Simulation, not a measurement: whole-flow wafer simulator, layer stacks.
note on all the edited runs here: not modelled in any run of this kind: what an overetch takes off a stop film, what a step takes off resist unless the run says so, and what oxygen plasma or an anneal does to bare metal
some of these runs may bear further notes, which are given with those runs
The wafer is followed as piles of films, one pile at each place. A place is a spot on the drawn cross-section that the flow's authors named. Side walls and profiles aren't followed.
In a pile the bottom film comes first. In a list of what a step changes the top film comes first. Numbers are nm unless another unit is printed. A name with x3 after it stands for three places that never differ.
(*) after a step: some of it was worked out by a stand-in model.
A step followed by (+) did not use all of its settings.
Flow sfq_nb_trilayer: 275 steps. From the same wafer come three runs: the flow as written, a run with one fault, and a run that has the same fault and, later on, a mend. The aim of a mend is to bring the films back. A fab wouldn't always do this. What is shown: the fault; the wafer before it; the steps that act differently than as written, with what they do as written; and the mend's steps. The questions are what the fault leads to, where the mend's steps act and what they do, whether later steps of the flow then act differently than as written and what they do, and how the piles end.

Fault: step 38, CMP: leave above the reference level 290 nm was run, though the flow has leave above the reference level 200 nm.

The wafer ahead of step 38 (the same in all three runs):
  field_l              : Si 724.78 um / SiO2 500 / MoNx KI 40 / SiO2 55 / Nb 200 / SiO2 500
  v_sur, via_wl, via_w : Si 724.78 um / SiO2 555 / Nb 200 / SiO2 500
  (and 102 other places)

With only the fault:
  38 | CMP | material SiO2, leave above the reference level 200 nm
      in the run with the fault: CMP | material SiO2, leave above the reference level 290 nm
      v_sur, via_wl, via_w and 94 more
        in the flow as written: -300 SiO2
        in the run with the fault: -210 SiO2
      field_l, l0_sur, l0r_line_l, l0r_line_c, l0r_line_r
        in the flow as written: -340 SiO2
        in the run with the fault: -250 SiO2
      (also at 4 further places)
  Steps further on in the flow that do not act as written (4 other steps are not shown; they differ only slightly, by no more than 2% or 0.5 nm, whichever is larger):
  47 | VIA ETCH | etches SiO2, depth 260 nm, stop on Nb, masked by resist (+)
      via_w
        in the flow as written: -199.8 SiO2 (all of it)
        in the run with the fault: -260 SiO2
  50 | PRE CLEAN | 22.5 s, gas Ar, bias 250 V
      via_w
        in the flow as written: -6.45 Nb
        in the run with the fault: -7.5 SiO2
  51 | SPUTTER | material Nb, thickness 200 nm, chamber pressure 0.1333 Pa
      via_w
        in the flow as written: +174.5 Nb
        in the run with the fault: +163.1 Nb (new film)
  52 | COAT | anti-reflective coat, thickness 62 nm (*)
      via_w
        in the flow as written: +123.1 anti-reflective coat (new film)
        in the run with the fault: +136.1 anti-reflective coat (new film)
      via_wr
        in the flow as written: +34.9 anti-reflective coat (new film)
        in the run with the fault: +33.2 anti-reflective coat (new film)
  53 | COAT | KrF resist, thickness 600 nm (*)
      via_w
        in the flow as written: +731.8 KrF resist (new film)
        in the run with the fault: +781.6 KrF resist (new film)
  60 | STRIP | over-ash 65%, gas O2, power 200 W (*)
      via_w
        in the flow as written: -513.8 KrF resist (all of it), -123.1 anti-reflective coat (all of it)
        in the run with the fault: -563.6 KrF resist (all of it), -136.1 anti-reflective coat (all of it)
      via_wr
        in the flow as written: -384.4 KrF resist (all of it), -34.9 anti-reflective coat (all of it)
        in the run with the fault: -378.6 KrF resist (all of it), -33.2 anti-reflective coat (all of it)
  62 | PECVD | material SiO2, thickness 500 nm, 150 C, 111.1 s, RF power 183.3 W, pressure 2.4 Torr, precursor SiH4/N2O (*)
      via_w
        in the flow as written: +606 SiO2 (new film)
        in the run with the fault: +678.7 SiO2 (new film)
  At field_l, v_sur, via_wl and 103 more, the piles at the end differ from the flow's by more than 2% or 0.5 nm, whichever is larger.
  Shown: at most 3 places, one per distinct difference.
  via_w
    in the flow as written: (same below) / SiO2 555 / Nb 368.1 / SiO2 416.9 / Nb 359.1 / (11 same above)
    in the run with the fault: (same below) / SiO2 555 / Nb 200 / SiO2 22.3 / Nb 163.1 / SiO2 489.6 / Nb 359.1 / (11 same above)
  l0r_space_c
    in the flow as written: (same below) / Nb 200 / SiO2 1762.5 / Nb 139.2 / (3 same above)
    in the run with the fault: (same below) / Nb 200 / SiO2 1852.5 / Nb 139.2 / (3 same above)
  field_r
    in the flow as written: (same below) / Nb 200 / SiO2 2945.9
    in the run with the fault: (same below) / Nb 200 / SiO2 3035.9

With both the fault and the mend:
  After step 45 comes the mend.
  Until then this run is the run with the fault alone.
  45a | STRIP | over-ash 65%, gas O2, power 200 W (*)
      field_l, v_sur, via_wl and 102 more
        -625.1 KrF resist (all of it), -62 anti-reflective coat (all of it)
      via_w
        -62 anti-reflective coat (all of it)
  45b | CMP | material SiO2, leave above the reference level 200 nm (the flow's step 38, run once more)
      field_l, v_sur, via_wl and 103 more
        -90 SiO2
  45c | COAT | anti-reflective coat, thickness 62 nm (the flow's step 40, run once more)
      field_l, v_sur, via_wl and 103 more
        +62 anti-reflective coat (new film)
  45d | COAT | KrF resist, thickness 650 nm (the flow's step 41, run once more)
      field_l, v_sur, via_wl and 103 more
        +650 KrF resist (new film)
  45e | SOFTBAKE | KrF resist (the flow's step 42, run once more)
      leaves every film unchanged at each place that is followed
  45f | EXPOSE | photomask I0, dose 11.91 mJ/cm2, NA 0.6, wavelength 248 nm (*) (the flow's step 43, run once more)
      leaves every film unchanged at each place that is followed
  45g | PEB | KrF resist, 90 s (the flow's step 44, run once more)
      field_l, v_sur, via_wl and 103 more
        -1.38 KrF resist
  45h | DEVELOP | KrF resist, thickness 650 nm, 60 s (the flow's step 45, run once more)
      field_l, v_sur, via_wl and 102 more
        -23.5 KrF resist
      via_w
        -648.6 KrF resist (all of it)
  Later steps of the flow that are run all act as written at every place that is followed.
  The piles end the same as the flow's at every place that both follow.
